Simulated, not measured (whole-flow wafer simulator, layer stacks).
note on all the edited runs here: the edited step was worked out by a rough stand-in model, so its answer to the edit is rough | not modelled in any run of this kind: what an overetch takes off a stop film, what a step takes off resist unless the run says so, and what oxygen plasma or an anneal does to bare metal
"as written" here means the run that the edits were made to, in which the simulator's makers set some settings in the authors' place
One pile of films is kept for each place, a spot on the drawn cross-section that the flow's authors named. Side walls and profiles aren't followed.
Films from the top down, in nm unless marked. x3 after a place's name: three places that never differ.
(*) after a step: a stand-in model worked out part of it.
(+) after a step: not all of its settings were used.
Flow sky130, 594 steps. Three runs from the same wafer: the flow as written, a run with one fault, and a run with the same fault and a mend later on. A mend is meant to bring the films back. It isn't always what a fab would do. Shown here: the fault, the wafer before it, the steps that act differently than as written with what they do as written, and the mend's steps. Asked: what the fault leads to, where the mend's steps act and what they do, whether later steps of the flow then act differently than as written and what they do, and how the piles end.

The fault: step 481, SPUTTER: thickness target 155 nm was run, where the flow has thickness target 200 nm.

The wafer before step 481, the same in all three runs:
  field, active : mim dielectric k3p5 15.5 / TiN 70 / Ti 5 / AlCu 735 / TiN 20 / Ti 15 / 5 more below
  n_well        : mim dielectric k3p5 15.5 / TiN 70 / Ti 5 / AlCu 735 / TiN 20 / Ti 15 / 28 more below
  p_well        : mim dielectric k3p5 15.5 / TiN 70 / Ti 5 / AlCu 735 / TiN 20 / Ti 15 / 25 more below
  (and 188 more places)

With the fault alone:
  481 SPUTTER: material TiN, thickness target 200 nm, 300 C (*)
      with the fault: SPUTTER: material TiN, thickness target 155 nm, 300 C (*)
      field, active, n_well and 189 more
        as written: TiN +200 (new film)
        with the fault: TiN +155 (new film)
  Later steps of the flow that act differently than as written (3 more steps differ only slightly, by at most 2% or 0.5 nm, whichever is larger, and aren't shown):
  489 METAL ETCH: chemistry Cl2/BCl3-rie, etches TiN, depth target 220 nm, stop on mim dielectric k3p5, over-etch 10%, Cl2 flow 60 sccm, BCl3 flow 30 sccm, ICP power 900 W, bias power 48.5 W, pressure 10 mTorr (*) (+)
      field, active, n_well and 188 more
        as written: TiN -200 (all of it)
        with the fault: TiN -155 (all of it)
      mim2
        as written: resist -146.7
        with the fault: resist -113.7
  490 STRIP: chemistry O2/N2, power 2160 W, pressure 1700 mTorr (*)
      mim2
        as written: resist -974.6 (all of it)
        with the fault: resist -1007.6 (all of it)
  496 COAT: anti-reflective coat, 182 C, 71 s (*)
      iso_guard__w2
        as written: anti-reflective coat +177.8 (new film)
        with the fault: anti-reflective coat +148.2 (new film)
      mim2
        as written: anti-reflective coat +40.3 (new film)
        with the fault: anti-reflective coat +31.3 (new film)
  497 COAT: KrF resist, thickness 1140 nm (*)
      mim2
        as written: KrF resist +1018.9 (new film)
        with the fault: KrF resist +1061 (new film)
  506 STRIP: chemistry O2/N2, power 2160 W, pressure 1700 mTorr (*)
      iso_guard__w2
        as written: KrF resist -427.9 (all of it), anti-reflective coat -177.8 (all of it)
        with the fault: KrF resist -447.9 (all of it), anti-reflective coat -148.2 (all of it)
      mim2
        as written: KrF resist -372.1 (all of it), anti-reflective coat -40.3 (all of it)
        with the fault: KrF resist -414.1 (all of it), anti-reflective coat -31.3 (all of it)
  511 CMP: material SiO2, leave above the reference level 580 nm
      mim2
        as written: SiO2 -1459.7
        with the fault: SiO2 -1414.7
  At the end the piles differ from the flow's by more than 2% or 0.5 nm, whichever is larger, at mim2.
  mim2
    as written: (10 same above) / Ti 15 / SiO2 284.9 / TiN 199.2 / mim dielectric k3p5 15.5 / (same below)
    with the fault: (10 same above) / Ti 15 / SiO2 329.9 / TiN 154.2 / mim dielectric k3p5 15.5 / (same below)

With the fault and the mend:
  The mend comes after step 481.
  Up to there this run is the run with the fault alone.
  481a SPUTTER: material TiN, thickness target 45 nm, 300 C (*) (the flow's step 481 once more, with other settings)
      field, active, n_well and 189 more
        TiN +45
  No later step of the flow acts differently than as written at any place that is followed.
  At the end the piles are the same as the flow's at every place that both follow.
